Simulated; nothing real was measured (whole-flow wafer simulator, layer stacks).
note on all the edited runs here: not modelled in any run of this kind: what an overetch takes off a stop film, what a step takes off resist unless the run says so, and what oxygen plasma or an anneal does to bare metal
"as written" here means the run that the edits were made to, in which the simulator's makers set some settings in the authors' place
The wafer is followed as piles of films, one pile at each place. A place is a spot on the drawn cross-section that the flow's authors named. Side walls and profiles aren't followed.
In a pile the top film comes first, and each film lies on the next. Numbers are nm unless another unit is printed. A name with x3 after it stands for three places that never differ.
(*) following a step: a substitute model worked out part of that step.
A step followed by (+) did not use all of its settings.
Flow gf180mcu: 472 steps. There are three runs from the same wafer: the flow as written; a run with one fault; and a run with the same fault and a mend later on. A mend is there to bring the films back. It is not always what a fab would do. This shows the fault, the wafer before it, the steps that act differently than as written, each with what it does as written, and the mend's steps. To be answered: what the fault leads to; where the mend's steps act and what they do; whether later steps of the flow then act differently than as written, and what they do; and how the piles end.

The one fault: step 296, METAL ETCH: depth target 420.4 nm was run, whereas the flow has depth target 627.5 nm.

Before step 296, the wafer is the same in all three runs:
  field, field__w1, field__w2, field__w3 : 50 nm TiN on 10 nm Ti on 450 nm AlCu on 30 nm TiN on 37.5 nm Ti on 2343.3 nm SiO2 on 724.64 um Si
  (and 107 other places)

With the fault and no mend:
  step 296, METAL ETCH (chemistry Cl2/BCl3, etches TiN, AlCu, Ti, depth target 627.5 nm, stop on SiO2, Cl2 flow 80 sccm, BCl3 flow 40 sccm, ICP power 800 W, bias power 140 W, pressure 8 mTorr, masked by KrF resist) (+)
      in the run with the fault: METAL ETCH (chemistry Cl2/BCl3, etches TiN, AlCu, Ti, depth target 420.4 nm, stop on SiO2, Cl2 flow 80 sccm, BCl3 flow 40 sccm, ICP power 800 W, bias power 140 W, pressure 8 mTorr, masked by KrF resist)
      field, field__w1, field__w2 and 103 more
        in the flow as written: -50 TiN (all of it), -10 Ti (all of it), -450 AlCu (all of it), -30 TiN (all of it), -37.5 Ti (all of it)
        in the run with the fault: -50 TiN (all of it), -10 Ti (all of it), -360.4 AlCu
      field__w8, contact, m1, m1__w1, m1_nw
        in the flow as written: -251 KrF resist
        in the run with the fault: -168.2 KrF resist
  Later steps of the flow acting differently than as written:
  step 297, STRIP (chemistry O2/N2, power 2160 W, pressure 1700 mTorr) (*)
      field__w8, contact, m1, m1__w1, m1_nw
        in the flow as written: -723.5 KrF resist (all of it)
        in the run with the fault: -806.4 KrF resist (all of it)
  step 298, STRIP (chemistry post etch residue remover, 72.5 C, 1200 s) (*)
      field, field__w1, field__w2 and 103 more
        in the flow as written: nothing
        in the run with the fault: -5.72 AlCu
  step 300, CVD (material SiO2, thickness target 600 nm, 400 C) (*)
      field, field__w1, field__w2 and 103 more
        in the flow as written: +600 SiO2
        in the run with the fault: +600 SiO2 (new film)
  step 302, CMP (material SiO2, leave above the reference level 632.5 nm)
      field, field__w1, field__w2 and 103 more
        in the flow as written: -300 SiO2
        in the run with the fault: -451.4 SiO2
  By the end, the piles at field, field__w1, field__w2 and 104 more depart from the flow's by more than 2% or 0.5 nm, whichever is larger.
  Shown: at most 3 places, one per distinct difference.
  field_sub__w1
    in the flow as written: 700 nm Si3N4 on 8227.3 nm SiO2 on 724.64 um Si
    in the run with the fault: 700 nm Si3N4 on 5732.6 nm SiO2 on 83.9 nm AlCu on 30 nm TiN on 37.5 nm Ti on 2343.2 nm SiO2 on 724.64 um Si
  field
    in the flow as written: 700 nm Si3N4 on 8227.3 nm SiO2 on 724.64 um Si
    in the run with the fault: 700 nm Si3N4 on 5732.6 nm SiO2 on 83.9 nm AlCu on 30 nm TiN on 37.5 nm Ti on 2343.3 nm SiO2 on 724.64 um Si
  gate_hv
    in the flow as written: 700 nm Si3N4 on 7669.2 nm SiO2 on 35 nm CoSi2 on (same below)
    in the run with the fault: 700 nm Si3N4 on 5732.6 nm SiO2 on 83.9 nm AlCu on 30 nm TiN on 37.5 nm Ti on 1785.1 nm SiO2 on 35 nm CoSi2 on (same below)

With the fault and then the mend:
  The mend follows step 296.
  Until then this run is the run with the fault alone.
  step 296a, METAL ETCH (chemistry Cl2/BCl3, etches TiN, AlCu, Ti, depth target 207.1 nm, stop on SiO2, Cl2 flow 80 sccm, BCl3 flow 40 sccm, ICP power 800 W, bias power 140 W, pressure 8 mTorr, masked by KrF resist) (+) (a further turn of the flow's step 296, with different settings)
      field, field__w1, field__w2 and 103 more
        -89.6 AlCu (all of it), -30 TiN (all of it), -37.5 Ti (all of it)
      field__w8, contact, m1, m1__w1, m1_nw
        -82.8 KrF resist
  None of the later steps of the flow acts differently than as written at any place that is followed.
  At every place that both follow, the piles at the end match the flow's.
